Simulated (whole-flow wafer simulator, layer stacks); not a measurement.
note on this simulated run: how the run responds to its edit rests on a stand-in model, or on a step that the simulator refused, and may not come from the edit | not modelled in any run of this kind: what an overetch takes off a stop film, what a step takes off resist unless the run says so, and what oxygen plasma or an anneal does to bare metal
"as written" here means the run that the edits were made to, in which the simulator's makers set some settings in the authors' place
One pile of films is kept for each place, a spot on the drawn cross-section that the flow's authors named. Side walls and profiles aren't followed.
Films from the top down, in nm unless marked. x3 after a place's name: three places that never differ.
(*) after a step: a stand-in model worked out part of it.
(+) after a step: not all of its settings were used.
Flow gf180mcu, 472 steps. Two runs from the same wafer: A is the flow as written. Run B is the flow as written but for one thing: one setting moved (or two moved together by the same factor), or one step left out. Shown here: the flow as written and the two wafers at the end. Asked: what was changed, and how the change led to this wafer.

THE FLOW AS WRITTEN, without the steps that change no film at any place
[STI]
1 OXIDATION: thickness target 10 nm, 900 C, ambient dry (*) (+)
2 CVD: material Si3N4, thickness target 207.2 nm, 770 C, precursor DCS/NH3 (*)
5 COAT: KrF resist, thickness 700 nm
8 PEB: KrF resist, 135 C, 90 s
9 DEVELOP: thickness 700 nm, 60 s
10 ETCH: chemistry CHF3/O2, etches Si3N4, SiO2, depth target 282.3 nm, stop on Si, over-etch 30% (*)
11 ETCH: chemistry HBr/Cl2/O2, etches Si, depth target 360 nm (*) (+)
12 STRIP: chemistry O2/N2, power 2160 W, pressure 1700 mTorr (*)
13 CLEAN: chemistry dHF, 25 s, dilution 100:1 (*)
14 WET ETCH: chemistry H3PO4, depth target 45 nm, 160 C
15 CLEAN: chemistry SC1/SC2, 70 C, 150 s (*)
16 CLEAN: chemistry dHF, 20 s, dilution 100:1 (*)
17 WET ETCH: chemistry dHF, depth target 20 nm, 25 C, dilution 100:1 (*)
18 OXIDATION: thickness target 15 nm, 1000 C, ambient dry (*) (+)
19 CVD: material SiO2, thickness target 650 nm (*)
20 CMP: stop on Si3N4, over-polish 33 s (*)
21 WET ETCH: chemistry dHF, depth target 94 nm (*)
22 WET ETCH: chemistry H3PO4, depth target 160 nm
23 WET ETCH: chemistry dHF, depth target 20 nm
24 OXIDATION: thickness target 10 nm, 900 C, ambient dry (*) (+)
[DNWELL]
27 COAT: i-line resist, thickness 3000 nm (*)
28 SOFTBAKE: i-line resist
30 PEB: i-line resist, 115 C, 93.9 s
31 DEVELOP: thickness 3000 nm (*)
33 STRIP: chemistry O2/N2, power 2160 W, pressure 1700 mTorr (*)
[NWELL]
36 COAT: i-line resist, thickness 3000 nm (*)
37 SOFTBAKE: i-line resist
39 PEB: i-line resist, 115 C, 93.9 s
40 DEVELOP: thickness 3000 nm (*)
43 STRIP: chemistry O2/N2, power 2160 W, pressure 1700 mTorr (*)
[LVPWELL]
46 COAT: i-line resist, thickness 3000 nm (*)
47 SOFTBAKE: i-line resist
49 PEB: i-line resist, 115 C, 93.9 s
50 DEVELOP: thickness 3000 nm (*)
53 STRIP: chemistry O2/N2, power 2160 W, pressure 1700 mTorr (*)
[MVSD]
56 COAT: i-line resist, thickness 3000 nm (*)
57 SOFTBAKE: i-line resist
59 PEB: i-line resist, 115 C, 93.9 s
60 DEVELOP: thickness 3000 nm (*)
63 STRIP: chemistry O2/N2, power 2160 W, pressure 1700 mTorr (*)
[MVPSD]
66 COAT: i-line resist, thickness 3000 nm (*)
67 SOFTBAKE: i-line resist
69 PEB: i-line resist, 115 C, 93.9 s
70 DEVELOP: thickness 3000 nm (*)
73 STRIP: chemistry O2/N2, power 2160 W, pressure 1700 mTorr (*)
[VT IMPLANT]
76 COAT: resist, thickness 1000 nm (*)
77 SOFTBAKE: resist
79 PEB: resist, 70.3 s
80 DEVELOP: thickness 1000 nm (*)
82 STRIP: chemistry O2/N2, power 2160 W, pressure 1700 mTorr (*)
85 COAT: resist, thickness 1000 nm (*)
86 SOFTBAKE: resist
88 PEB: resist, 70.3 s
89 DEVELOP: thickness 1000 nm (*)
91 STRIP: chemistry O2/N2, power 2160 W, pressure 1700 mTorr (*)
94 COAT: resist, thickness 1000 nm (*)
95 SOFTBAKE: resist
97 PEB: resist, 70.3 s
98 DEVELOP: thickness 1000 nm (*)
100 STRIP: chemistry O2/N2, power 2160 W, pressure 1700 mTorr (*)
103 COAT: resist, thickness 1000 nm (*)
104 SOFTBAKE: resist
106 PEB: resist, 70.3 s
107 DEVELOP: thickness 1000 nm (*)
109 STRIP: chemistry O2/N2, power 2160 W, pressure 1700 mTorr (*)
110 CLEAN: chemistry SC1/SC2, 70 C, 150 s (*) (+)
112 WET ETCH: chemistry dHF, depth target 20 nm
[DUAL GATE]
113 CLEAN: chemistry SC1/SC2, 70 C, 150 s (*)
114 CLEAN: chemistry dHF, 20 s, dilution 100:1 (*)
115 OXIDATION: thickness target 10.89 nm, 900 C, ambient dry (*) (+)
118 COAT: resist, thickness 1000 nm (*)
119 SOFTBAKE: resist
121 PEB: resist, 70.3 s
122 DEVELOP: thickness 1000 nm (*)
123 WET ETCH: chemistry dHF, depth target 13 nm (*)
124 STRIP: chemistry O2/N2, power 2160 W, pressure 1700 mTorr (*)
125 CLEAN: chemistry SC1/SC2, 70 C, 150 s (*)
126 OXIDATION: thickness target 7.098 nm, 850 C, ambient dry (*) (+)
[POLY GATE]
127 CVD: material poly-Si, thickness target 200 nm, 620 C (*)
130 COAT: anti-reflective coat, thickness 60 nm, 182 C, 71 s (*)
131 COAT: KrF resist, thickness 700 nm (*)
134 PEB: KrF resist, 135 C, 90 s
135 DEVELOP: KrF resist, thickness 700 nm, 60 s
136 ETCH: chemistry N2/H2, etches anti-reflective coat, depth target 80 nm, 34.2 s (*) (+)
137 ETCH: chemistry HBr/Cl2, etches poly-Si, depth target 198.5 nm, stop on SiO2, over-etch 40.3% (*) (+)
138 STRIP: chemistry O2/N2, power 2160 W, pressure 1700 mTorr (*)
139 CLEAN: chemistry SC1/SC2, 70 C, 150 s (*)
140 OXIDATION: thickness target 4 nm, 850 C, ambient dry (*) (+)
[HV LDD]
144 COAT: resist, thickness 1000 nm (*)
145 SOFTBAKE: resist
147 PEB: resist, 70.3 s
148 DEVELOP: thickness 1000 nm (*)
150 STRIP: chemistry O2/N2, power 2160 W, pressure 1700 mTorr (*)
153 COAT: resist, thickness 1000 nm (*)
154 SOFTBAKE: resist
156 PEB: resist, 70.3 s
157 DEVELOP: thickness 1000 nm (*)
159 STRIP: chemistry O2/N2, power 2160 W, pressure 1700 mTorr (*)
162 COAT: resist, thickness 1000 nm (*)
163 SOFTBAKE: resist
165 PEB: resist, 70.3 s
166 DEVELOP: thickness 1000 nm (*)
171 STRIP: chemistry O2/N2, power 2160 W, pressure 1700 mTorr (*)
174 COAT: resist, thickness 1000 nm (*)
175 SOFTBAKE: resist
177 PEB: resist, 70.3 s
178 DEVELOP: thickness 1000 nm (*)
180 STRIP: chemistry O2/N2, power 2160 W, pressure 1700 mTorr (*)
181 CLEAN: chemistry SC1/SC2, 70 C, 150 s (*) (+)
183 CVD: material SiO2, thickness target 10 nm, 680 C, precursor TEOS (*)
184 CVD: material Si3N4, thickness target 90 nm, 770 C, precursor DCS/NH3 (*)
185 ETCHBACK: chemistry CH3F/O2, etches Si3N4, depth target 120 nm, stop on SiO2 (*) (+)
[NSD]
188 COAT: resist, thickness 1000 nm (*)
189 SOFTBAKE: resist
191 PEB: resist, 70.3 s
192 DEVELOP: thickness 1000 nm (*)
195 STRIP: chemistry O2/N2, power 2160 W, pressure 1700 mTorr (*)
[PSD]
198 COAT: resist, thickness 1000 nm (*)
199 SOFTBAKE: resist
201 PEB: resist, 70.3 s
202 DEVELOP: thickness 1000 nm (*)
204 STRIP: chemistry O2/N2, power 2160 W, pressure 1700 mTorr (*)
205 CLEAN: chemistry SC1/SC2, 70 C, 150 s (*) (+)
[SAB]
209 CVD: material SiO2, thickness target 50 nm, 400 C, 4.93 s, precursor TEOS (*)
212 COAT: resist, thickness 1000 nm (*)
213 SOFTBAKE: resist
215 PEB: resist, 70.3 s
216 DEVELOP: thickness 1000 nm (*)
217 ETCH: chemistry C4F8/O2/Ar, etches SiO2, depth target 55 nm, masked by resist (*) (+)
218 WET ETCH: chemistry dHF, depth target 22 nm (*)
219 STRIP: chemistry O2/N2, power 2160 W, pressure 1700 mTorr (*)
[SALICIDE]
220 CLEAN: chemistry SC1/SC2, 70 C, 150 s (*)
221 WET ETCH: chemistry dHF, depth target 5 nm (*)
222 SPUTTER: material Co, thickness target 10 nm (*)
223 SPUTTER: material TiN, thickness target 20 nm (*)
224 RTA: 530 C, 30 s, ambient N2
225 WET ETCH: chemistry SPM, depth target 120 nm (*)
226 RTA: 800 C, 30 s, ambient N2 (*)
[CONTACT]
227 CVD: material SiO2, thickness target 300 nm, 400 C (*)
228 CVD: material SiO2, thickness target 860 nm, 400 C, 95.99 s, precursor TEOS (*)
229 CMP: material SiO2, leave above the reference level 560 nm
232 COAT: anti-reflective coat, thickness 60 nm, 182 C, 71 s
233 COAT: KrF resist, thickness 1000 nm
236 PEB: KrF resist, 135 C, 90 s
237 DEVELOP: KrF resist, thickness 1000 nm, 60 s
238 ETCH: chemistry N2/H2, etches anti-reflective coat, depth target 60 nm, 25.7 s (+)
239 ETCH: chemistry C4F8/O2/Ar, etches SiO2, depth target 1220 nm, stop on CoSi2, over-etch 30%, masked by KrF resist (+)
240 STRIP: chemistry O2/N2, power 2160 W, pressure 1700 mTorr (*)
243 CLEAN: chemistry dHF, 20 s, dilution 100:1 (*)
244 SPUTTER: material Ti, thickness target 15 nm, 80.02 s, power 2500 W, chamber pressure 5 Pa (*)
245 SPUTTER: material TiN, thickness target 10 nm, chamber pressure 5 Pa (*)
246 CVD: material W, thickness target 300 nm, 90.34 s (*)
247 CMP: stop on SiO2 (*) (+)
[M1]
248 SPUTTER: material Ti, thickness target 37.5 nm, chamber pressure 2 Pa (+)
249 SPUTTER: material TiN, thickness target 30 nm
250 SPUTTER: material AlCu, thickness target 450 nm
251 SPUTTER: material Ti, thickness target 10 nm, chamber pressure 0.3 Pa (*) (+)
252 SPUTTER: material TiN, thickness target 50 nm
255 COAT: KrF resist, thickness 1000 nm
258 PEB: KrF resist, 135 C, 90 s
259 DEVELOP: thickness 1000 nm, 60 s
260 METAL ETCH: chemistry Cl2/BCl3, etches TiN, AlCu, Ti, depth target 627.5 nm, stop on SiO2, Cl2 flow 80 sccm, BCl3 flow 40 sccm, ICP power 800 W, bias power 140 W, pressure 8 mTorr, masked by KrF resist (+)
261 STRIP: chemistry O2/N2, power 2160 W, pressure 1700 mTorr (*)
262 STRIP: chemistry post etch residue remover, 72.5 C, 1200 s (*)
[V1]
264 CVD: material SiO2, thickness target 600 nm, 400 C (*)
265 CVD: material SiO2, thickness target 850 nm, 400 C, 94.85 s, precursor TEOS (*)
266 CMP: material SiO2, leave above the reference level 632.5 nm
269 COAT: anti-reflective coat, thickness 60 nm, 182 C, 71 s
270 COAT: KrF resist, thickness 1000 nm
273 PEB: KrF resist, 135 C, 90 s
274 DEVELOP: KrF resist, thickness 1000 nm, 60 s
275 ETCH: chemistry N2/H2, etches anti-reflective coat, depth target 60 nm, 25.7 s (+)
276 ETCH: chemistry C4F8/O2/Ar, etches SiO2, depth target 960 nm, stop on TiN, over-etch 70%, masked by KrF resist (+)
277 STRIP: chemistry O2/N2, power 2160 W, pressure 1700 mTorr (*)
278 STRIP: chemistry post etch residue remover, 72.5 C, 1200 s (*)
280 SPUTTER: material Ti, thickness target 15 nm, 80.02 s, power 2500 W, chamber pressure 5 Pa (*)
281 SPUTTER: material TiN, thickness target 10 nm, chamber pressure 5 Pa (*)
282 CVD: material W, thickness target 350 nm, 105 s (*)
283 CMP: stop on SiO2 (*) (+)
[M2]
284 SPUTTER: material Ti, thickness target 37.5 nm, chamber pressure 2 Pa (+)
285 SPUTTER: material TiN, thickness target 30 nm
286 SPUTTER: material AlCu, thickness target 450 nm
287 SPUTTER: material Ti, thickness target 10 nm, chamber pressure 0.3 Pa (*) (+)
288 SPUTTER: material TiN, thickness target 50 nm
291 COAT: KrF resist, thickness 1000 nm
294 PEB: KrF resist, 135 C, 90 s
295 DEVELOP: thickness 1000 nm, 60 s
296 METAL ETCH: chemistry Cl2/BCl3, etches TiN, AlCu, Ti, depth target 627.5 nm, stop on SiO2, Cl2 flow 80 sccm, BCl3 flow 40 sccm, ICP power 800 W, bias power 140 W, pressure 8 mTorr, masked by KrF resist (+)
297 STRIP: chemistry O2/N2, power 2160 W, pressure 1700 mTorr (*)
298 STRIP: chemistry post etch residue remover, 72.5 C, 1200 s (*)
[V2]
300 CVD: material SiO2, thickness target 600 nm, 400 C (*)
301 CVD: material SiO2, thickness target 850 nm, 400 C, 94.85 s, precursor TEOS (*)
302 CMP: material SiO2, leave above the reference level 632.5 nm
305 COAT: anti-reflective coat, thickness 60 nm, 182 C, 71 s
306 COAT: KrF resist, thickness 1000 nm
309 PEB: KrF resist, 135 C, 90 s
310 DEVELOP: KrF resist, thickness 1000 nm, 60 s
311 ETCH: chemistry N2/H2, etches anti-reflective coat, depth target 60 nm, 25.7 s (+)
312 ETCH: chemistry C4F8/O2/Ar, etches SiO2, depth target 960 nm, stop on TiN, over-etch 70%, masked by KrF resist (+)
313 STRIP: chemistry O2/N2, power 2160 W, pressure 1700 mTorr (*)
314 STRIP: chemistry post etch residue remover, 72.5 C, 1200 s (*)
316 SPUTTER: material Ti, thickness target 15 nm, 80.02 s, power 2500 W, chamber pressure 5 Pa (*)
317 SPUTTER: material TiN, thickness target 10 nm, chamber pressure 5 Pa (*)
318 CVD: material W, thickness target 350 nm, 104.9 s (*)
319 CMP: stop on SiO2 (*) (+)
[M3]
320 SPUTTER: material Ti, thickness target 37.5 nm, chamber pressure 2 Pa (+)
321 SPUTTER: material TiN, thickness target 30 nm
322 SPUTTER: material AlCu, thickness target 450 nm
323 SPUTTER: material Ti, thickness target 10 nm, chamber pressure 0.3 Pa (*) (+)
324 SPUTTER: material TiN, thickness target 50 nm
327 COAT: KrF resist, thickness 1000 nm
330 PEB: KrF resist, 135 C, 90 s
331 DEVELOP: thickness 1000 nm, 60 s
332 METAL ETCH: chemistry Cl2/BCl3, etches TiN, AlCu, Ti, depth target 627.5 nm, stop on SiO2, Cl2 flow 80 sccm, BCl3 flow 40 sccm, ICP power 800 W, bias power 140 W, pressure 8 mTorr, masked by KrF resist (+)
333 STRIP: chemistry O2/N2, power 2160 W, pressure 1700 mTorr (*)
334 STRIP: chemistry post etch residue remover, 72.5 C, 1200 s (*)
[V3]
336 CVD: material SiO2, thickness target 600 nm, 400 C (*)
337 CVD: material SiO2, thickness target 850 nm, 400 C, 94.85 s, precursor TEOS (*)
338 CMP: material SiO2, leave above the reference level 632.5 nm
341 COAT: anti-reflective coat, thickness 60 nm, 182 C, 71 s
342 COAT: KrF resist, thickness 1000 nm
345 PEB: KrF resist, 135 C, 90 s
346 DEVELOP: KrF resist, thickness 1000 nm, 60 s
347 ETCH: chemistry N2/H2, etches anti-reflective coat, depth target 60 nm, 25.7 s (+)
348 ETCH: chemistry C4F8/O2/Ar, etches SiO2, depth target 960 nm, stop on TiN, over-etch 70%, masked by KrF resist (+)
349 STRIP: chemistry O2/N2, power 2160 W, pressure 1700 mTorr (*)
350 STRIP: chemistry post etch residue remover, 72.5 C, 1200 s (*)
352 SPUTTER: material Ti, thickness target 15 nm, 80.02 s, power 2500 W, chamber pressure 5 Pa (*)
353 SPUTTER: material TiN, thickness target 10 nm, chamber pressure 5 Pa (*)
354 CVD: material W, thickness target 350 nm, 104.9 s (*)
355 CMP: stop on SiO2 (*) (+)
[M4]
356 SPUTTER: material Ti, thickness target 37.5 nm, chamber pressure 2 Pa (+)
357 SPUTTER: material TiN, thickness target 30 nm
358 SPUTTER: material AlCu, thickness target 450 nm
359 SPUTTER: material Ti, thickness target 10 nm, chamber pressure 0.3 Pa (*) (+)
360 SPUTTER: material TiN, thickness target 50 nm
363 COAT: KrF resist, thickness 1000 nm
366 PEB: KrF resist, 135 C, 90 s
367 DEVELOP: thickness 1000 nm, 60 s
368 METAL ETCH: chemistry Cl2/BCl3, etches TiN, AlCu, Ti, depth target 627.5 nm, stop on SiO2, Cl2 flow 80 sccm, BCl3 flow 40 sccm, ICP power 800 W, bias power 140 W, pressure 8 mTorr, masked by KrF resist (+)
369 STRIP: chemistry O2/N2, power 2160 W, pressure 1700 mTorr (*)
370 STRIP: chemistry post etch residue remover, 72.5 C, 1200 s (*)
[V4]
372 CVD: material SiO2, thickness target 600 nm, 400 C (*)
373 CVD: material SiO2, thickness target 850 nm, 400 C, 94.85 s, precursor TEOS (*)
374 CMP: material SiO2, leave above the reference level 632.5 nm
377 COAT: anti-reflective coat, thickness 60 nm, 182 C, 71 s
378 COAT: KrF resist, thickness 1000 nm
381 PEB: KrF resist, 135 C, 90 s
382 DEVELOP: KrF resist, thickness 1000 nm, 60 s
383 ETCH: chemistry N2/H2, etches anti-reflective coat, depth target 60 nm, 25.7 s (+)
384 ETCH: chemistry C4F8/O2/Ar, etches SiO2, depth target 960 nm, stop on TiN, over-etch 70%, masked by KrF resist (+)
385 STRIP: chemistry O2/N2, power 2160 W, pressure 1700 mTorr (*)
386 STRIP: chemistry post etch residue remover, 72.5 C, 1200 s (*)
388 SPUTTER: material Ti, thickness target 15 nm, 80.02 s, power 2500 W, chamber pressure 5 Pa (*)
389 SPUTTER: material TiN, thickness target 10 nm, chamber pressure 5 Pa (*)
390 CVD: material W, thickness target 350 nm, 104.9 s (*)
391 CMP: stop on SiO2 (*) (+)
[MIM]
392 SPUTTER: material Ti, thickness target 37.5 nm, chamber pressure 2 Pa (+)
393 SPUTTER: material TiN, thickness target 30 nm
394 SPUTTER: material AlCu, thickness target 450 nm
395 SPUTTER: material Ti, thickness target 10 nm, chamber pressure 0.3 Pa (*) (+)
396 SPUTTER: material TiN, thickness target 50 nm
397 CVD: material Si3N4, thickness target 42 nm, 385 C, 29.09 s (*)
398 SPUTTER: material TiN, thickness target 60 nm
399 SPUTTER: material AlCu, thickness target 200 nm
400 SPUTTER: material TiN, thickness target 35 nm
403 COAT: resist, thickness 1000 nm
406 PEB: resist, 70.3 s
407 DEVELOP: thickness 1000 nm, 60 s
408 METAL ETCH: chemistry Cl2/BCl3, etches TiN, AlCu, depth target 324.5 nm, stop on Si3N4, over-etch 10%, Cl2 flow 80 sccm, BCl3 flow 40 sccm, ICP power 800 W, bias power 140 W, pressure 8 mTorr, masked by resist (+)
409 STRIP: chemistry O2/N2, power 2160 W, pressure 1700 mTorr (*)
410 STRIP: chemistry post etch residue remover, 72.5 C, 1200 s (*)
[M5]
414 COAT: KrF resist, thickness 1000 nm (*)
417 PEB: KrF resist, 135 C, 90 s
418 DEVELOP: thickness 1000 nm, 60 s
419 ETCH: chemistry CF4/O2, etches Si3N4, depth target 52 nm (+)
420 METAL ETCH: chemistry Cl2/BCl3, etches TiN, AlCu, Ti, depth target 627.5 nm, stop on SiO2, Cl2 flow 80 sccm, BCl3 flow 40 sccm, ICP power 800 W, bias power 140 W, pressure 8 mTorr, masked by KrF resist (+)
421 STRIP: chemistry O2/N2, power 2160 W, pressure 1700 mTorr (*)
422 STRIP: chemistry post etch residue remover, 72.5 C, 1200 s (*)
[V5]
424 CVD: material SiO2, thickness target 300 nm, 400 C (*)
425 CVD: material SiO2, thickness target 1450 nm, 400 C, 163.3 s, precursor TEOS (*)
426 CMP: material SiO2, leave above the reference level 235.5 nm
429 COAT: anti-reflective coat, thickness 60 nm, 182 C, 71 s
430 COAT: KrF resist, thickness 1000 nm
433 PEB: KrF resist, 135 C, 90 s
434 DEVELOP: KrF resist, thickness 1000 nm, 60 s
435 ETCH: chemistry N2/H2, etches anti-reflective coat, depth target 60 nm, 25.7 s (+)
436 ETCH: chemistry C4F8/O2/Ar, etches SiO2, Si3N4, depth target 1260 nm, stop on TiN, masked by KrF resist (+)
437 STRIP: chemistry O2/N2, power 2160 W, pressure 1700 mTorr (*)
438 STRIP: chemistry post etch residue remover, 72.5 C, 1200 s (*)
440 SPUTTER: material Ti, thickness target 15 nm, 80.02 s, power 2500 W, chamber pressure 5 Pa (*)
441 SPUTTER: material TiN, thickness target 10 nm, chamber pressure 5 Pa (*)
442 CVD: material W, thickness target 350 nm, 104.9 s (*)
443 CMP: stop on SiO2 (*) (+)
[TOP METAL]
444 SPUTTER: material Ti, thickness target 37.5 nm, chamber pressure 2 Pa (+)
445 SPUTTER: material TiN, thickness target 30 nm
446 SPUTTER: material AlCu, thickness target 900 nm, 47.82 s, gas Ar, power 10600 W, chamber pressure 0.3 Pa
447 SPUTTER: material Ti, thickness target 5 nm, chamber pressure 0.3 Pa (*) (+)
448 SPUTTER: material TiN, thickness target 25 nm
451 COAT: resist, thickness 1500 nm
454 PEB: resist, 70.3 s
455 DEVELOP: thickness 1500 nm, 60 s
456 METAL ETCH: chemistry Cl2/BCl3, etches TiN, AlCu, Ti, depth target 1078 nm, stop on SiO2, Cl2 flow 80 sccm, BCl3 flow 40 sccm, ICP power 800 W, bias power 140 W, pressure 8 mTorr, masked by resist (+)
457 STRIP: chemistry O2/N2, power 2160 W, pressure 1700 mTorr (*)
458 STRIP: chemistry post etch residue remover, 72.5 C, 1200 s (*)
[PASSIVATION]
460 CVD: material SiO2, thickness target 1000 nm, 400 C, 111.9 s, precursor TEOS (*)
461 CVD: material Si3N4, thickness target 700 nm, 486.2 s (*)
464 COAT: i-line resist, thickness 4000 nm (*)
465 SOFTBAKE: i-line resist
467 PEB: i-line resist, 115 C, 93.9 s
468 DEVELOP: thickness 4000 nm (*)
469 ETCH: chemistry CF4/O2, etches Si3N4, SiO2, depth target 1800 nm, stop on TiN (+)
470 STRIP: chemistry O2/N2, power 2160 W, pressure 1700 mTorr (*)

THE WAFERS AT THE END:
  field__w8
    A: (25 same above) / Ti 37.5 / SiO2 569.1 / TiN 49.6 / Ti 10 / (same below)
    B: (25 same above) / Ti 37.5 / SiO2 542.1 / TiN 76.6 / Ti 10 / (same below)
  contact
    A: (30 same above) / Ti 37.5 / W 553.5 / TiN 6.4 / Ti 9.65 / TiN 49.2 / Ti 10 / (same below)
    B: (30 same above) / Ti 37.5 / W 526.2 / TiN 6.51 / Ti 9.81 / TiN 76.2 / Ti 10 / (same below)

The cause: step 288, SPUTTER: thickness target 77 nm was run, where the flow has thickness target 50 nm.

How the change led to this, step by step:
  288 SPUTTER: material TiN, thickness target 50 nm
      field, field__w1, field__w2 and 108 more: A TiN +50 (new film) | B TiN +77 (new film)
  296 METAL ETCH: chemistry Cl2/BCl3, etches TiN, AlCu, Ti, depth target 627.5 nm, stop on SiO2, Cl2 flow 80 sccm, BCl3 flow 40 sccm, ICP power 800 W, bias power 140 W, pressure 8 mTorr, masked by KrF resist (+)
      field, field__w1, field__w2 and 103 more: A TiN -50 (all of it), Ti -10 (all of it), AlCu -450 (all of it), TiN -30 (all of it), Ti -37.5 (all of it) | B TiN -77 (all of it), Ti -10 (all of it), AlCu -450 (all of it), TiN -30 (all of it), Ti -37.5 (all of it)
  302 CMP: material SiO2, leave above the reference level 632.5 nm
      field__w8, contact, m1, m1__w1, m1_nw: A SiO2 -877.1 | B SiO2 -904.1
  312 ETCH: chemistry C4F8/O2/Ar, etches SiO2, depth target 960 nm, stop on TiN, over-etch 70%, masked by KrF resist (+)
      field, field__w1, field__w2 and 107 more: A KrF resist -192 | B KrF resist -185.5
      contact: A SiO2 -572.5 (all of it) | B SiO2 -545.5 (all of it)
  318 CVD: material W, thickness target 350 nm, 104.9 s (*)
      contact: A W +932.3 (new film) | B W +905 (new film)
